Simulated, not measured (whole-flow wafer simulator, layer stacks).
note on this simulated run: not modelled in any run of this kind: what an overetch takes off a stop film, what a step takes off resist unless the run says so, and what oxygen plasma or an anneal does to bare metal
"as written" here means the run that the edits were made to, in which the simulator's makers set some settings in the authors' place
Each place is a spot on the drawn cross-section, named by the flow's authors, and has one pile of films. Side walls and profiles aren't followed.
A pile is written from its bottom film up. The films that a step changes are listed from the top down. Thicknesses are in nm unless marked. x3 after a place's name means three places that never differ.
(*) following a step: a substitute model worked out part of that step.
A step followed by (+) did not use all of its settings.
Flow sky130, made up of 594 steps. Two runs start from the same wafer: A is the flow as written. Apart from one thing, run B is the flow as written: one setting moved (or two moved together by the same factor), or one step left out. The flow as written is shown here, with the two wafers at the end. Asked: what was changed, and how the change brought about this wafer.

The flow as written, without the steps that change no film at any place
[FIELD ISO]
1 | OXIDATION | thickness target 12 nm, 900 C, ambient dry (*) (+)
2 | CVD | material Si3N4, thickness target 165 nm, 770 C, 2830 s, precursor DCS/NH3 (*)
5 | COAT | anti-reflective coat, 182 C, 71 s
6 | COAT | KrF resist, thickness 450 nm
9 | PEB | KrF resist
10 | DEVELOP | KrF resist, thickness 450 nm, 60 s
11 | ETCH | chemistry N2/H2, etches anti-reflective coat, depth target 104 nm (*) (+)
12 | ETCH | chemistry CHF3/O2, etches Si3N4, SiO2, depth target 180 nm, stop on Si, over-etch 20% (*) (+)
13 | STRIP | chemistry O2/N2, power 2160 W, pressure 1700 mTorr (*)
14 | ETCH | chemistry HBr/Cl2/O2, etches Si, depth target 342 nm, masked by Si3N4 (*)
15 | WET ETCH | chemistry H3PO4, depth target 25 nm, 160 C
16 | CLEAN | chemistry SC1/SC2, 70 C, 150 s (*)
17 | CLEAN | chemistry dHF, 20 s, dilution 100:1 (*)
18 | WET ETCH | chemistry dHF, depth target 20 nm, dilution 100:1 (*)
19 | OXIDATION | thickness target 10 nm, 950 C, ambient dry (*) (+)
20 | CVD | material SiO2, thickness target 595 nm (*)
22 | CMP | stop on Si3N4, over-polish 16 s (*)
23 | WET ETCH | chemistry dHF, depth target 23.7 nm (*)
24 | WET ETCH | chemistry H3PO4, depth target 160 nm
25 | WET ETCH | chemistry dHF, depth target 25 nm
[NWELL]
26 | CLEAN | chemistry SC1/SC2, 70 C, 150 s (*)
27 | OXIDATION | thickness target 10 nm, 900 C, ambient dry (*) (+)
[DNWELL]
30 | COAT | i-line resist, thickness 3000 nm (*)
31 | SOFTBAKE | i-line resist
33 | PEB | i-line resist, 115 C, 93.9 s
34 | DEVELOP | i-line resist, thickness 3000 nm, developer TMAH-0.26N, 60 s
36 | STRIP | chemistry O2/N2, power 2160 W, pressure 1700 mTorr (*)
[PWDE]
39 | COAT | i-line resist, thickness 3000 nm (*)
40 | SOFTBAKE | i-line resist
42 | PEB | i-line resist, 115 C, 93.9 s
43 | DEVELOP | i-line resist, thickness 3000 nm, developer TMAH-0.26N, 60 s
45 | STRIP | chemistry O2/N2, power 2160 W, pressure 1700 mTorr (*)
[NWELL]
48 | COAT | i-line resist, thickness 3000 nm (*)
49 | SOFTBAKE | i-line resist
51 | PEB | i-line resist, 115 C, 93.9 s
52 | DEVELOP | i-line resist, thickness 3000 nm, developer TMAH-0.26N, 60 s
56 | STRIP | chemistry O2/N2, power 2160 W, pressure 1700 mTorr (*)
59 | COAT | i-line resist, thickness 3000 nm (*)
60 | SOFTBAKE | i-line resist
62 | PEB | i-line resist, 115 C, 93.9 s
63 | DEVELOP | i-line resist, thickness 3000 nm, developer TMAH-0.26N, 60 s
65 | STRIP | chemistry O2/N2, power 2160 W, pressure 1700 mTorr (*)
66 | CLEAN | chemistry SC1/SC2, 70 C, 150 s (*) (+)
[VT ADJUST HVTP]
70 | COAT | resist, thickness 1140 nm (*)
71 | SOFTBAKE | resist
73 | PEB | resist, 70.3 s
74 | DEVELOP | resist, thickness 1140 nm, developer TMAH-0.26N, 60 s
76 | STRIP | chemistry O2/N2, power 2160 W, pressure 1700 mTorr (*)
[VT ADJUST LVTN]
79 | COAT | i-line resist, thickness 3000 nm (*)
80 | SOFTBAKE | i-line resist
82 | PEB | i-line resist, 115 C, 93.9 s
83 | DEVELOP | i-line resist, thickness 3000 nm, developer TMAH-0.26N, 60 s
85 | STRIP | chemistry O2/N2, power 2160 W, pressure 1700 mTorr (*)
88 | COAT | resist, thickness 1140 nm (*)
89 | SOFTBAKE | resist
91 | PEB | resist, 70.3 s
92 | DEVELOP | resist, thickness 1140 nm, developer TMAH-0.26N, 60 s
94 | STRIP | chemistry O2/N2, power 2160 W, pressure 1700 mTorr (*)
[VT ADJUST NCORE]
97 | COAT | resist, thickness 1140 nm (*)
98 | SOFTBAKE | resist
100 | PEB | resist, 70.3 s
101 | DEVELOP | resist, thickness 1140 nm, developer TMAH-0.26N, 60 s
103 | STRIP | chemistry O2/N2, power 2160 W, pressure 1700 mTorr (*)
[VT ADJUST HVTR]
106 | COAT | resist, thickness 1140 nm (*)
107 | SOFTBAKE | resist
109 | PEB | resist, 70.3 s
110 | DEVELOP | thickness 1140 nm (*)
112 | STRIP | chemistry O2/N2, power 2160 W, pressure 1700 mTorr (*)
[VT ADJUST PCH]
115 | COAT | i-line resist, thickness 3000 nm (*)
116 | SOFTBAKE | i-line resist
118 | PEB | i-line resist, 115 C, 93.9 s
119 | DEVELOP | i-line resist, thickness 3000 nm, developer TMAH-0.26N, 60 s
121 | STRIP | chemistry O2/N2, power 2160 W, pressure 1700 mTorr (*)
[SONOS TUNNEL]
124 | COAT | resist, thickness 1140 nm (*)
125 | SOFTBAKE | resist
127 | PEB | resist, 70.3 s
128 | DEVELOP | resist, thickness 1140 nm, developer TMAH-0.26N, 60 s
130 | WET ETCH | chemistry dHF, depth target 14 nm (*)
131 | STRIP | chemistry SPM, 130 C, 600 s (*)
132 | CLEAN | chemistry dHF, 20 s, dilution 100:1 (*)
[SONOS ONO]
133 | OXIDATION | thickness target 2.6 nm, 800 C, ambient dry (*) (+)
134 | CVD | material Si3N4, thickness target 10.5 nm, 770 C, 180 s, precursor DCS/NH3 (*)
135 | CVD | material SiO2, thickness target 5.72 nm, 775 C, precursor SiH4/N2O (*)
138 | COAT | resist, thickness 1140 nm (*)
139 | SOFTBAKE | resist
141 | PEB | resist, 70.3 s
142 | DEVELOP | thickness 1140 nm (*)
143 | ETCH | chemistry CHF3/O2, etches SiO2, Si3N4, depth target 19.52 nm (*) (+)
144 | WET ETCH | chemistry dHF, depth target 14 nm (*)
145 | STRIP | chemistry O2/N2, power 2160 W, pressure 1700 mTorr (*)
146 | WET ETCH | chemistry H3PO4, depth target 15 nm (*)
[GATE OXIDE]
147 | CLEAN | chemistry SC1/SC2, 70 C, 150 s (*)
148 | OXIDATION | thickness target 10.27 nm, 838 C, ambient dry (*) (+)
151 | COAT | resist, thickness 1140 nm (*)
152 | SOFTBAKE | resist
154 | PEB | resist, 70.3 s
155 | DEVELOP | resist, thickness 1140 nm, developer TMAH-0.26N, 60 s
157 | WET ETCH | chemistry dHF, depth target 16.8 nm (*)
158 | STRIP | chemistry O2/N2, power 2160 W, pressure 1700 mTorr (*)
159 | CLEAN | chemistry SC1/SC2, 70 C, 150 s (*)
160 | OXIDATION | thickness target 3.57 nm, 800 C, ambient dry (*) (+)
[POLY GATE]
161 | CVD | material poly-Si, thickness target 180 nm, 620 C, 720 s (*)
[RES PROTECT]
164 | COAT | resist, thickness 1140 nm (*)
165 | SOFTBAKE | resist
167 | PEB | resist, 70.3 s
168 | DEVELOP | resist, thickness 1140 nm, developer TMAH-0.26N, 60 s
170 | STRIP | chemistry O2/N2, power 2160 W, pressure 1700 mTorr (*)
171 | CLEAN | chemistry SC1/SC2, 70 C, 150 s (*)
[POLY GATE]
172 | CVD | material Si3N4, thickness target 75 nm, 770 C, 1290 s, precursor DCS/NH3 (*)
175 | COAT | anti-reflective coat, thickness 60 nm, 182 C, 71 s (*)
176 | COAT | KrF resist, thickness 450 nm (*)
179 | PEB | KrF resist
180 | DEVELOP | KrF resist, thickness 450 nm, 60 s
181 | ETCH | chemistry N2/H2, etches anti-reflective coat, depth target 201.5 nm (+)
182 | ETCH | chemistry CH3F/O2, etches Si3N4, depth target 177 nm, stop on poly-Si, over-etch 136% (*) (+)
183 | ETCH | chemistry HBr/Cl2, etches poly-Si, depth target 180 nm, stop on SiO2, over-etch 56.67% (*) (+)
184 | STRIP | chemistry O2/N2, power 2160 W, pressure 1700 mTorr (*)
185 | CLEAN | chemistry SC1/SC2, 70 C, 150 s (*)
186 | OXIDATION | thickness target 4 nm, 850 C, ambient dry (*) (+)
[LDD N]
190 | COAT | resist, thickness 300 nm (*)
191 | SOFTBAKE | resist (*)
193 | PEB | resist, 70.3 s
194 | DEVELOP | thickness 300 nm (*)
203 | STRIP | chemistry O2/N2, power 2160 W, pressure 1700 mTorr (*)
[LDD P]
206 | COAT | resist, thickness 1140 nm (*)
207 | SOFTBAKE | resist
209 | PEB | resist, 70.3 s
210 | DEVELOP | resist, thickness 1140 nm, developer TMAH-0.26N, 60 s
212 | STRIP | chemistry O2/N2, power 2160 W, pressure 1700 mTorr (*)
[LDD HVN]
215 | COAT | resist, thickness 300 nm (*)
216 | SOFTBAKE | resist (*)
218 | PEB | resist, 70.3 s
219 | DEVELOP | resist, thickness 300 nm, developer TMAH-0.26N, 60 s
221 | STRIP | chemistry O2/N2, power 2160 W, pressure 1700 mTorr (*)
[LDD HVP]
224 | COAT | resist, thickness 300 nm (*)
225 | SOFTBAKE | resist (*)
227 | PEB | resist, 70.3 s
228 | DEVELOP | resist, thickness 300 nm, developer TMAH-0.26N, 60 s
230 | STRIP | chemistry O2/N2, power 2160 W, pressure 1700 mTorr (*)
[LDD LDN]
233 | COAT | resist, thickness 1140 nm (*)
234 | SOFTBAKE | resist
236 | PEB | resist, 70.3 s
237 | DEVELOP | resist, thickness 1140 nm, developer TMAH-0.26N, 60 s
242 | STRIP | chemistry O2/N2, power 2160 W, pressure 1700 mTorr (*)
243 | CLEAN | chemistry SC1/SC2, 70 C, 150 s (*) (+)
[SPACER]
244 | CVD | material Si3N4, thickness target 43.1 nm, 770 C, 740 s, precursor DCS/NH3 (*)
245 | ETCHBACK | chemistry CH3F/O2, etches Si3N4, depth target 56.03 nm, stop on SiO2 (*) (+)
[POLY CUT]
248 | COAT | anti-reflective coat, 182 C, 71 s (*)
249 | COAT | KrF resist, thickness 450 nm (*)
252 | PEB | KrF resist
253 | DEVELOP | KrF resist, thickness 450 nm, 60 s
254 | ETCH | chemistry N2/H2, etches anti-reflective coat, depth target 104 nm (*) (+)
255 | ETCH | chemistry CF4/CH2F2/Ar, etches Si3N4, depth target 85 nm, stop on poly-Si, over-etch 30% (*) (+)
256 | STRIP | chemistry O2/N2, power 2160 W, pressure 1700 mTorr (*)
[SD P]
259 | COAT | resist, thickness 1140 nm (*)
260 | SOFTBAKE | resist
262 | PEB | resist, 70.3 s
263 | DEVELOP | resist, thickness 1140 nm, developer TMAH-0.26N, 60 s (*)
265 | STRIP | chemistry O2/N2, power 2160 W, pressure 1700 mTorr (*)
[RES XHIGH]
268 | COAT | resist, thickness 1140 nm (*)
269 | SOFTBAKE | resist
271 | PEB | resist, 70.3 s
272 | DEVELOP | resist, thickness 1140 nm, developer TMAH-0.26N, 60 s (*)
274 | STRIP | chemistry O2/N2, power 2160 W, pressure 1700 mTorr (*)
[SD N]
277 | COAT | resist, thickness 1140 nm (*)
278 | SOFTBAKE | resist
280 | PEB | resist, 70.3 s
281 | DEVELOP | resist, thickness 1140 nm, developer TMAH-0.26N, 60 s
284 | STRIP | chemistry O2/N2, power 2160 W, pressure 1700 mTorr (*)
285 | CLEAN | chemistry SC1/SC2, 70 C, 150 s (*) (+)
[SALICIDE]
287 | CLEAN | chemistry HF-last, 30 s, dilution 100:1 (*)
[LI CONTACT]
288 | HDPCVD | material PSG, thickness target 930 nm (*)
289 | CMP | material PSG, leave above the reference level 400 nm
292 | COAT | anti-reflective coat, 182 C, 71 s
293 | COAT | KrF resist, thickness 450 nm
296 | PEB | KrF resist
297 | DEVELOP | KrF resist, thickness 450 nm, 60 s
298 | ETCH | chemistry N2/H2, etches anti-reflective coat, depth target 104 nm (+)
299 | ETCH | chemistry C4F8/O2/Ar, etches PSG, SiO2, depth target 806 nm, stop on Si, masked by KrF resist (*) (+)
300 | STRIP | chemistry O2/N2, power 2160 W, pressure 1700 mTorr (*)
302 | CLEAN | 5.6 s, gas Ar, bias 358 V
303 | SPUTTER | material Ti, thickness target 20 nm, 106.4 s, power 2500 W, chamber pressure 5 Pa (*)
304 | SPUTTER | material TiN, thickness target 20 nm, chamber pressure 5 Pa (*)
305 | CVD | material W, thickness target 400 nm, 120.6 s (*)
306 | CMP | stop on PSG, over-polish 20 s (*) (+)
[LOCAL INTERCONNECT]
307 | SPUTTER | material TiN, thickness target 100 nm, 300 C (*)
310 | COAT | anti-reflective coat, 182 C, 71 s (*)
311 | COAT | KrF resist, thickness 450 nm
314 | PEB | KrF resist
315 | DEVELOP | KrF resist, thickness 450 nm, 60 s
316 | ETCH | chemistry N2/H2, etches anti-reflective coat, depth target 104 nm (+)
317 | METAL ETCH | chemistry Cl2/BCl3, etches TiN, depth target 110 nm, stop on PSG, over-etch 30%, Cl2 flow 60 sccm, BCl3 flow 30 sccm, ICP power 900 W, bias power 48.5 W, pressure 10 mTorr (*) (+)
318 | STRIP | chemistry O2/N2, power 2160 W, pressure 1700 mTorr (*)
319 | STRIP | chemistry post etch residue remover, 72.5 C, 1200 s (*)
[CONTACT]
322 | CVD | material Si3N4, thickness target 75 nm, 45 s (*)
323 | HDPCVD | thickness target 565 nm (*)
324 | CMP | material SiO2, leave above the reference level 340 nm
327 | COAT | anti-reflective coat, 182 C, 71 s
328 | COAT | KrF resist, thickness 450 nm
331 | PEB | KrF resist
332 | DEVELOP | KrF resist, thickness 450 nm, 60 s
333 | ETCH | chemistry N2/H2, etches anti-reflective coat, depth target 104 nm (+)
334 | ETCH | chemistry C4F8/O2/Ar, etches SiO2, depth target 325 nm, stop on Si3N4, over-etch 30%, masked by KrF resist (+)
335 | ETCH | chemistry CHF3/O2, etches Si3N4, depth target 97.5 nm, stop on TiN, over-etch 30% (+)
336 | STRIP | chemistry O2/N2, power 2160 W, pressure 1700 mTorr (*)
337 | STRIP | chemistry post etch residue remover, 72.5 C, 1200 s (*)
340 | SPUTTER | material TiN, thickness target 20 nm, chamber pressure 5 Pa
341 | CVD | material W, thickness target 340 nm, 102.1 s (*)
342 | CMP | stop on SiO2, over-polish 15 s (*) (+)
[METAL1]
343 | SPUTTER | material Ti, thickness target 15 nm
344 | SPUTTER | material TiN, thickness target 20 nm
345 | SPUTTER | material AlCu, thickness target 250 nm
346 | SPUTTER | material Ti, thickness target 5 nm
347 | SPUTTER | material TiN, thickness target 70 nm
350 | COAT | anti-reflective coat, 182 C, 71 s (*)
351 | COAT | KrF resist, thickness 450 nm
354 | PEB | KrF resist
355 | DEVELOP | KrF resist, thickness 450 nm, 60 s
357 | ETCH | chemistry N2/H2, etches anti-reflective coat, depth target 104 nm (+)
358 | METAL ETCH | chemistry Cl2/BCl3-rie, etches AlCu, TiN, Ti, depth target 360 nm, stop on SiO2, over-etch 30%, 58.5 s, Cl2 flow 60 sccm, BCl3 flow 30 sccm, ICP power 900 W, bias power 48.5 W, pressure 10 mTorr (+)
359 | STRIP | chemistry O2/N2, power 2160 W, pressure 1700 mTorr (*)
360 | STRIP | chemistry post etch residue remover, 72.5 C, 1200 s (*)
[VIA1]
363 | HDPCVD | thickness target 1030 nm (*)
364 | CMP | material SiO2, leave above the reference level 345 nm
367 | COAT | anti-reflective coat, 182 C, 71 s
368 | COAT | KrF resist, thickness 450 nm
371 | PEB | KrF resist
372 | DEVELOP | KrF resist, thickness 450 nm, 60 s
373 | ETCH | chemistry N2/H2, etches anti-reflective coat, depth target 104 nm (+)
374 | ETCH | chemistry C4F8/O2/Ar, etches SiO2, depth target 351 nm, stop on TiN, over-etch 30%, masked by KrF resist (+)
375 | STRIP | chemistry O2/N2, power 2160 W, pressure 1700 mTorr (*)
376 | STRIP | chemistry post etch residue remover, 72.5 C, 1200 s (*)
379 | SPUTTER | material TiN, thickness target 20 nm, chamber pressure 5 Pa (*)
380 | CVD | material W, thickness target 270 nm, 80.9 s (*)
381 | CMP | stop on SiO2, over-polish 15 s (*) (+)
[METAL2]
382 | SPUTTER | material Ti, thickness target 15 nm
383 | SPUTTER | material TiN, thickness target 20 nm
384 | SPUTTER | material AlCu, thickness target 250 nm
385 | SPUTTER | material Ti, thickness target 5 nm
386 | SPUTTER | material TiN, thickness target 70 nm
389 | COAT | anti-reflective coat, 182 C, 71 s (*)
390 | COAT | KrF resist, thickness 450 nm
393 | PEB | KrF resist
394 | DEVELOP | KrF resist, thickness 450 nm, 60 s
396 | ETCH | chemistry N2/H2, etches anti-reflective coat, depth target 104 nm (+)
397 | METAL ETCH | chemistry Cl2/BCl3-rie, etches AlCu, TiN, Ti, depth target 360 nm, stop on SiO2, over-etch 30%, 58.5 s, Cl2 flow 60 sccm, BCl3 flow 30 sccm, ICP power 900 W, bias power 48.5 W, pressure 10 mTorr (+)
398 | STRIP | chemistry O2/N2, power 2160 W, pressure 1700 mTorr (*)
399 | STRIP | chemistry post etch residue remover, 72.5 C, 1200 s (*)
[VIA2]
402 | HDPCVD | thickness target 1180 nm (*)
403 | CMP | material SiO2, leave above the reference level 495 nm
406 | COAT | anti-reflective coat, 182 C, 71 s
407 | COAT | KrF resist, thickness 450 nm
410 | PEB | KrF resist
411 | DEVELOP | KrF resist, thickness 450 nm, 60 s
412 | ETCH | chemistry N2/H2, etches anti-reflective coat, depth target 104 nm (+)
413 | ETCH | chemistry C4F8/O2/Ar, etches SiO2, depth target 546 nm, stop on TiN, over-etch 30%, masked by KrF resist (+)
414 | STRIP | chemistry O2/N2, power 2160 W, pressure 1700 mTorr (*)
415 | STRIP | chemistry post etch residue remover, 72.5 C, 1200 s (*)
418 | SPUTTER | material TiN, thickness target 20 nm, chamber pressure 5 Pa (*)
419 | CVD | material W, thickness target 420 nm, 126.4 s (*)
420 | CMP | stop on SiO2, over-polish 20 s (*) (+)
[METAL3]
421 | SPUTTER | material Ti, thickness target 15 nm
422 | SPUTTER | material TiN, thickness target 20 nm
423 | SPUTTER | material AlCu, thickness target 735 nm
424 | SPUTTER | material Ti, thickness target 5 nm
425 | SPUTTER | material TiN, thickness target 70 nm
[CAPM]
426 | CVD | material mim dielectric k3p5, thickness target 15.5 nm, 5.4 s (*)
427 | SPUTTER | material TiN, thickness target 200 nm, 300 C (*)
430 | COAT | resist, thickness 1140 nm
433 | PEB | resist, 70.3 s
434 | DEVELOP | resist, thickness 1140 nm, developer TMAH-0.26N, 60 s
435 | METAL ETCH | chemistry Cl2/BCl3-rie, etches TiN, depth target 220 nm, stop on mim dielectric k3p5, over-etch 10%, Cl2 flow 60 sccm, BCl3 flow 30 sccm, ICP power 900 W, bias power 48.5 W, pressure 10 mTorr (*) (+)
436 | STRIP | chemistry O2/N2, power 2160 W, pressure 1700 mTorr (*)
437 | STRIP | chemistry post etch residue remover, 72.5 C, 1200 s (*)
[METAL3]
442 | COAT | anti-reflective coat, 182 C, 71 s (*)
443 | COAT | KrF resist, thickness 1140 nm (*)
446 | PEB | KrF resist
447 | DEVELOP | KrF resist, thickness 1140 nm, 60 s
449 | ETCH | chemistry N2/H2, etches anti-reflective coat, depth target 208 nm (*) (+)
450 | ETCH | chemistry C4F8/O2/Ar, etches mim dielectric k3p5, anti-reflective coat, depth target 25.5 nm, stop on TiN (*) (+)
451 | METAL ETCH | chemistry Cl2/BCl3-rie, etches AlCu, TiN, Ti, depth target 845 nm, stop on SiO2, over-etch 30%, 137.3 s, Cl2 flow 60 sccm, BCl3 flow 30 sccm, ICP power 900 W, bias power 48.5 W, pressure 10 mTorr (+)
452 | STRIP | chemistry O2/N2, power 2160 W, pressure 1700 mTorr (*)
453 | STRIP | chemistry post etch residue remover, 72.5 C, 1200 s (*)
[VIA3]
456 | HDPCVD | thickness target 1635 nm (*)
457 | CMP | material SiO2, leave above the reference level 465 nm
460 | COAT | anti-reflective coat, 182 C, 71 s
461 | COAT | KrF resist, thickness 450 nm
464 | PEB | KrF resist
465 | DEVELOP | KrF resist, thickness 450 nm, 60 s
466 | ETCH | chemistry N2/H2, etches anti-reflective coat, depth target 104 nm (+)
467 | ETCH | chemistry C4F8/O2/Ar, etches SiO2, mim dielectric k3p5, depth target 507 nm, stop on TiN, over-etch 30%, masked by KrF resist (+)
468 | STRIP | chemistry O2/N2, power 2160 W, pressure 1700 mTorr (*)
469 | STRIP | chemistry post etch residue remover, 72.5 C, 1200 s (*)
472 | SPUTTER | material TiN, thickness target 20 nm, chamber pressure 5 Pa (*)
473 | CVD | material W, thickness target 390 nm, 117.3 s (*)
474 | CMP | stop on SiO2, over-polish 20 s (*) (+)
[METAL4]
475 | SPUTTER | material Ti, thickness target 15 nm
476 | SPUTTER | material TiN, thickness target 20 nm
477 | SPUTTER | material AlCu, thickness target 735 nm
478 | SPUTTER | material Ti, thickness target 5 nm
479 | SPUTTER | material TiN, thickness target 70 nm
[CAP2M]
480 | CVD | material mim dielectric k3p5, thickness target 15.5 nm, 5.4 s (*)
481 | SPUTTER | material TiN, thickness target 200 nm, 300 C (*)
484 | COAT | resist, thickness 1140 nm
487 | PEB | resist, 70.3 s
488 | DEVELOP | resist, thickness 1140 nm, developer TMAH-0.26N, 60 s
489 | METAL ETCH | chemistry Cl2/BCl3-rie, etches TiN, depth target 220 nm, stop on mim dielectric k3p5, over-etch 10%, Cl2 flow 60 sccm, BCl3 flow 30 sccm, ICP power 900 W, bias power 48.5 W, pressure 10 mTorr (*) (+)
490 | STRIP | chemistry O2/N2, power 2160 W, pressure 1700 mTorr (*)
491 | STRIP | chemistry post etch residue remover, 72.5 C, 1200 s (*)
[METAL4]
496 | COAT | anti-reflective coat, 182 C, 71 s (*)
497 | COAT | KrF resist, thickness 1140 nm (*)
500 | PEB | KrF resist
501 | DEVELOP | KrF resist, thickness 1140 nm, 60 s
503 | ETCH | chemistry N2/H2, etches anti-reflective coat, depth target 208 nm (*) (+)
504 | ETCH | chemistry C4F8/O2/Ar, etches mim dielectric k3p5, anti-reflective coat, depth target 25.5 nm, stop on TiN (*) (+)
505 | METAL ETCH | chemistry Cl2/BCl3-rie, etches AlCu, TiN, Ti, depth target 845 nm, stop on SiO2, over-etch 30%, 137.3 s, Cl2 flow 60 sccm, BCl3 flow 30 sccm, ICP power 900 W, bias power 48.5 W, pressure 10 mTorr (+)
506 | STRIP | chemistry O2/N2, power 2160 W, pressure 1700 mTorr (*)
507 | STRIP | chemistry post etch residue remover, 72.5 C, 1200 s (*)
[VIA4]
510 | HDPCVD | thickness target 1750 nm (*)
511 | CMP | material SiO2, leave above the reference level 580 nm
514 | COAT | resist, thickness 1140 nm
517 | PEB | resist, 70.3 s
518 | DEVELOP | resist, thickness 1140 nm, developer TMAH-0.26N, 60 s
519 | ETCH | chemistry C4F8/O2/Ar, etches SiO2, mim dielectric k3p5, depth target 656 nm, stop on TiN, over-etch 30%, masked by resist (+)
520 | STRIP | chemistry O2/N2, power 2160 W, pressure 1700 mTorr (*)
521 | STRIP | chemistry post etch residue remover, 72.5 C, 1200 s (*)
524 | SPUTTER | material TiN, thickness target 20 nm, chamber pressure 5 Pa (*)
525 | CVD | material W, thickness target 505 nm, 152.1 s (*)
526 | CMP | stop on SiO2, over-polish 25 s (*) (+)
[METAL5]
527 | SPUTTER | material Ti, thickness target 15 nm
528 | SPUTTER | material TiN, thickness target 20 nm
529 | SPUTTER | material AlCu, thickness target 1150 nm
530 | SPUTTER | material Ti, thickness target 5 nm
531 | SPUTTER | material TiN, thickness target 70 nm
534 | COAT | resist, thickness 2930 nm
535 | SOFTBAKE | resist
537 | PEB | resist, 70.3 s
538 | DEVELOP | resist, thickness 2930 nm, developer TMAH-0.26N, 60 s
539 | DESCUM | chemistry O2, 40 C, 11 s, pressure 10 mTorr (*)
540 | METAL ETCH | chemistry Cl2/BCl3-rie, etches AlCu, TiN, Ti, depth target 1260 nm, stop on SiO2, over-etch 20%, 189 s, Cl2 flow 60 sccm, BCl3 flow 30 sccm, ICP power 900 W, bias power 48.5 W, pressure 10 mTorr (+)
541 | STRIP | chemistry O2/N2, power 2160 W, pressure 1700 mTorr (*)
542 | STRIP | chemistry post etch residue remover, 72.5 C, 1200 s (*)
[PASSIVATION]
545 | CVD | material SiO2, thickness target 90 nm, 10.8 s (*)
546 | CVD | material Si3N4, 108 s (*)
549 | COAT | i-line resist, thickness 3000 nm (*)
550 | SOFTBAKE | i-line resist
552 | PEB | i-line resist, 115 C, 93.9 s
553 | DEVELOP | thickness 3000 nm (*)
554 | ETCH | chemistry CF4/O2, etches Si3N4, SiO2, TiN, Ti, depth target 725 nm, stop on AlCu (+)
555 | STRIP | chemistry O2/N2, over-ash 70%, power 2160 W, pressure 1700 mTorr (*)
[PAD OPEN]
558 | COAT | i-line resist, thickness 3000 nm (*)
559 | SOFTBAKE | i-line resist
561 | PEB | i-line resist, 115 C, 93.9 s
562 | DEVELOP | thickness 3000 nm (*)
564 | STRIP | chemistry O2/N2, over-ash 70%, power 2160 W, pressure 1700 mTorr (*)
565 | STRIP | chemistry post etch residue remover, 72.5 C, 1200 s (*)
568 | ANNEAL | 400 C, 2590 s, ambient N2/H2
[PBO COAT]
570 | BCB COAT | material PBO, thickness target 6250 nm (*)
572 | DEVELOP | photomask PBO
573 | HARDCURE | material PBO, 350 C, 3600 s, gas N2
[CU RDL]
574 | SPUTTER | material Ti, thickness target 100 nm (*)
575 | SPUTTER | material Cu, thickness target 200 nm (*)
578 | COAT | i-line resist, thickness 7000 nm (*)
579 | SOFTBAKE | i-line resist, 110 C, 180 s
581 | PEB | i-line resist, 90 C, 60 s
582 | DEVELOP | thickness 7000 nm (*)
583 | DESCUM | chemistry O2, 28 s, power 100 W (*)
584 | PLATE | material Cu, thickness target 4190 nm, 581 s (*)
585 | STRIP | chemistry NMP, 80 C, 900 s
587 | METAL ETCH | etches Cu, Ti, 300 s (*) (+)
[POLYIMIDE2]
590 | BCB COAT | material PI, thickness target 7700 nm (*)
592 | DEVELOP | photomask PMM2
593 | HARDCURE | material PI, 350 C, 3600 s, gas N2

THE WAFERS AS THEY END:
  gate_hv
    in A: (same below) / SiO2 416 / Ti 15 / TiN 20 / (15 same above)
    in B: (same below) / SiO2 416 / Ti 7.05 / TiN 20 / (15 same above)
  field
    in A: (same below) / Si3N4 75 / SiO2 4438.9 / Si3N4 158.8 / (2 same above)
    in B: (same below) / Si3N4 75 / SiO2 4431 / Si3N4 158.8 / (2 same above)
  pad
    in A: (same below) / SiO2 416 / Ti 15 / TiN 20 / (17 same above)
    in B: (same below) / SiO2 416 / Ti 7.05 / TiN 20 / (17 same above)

What caused this: step 421, SPUTTER: thickness target 7.05 nm was run, though the flow has thickness target 15 nm.
The wafer lets one read it off: gate_hv has Ti 7.05, and step 421 as written asks for 15 nm.

How this came from the change, step by step:
  421 | SPUTTER | material Ti, thickness target 15 nm
      field, active, n_well and 188 more: A Ti gains 15 (new film) | B Ti gains 7.05 (new film)
  451 | METAL ETCH | chemistry Cl2/BCl3-rie, etches AlCu, TiN, Ti, depth target 845 nm, stop on SiO2, over-etch 30%, 137.3 s, Cl2 flow 60 sccm, BCl3 flow 30 sccm, ICP power 900 W, bias power 48.5 W, pressure 10 mTorr (+)
      field, gate, spacer and 68 more: A TiN loses 70 (all of it), Ti loses 5 (all of it), AlCu loses 735 (all of it), TiN loses 20 (all of it), Ti loses 15 (all of it), SiO2 loses 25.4 | B TiN loses 70 (all of it), Ti loses 5 (all of it), AlCu loses 735 (all of it), TiN loses 20 (all of it), Ti loses 7.05 (all of it), SiO2 loses 26.1
      active, vpp_ln, vpp_iso2 and 11 more: A TiN loses 70 (all of it), Ti loses 5 (all of it), AlCu loses 735 (all of it), TiN loses 20 (all of it), Ti loses 15 (all of it), SiO2 loses 25.3 | B TiN loses 70 (all of it), Ti loses 5 (all of it), AlCu loses 735 (all of it), TiN loses 20 (all of it), Ti loses 7.05 (all of it), SiO2 loses 26.1
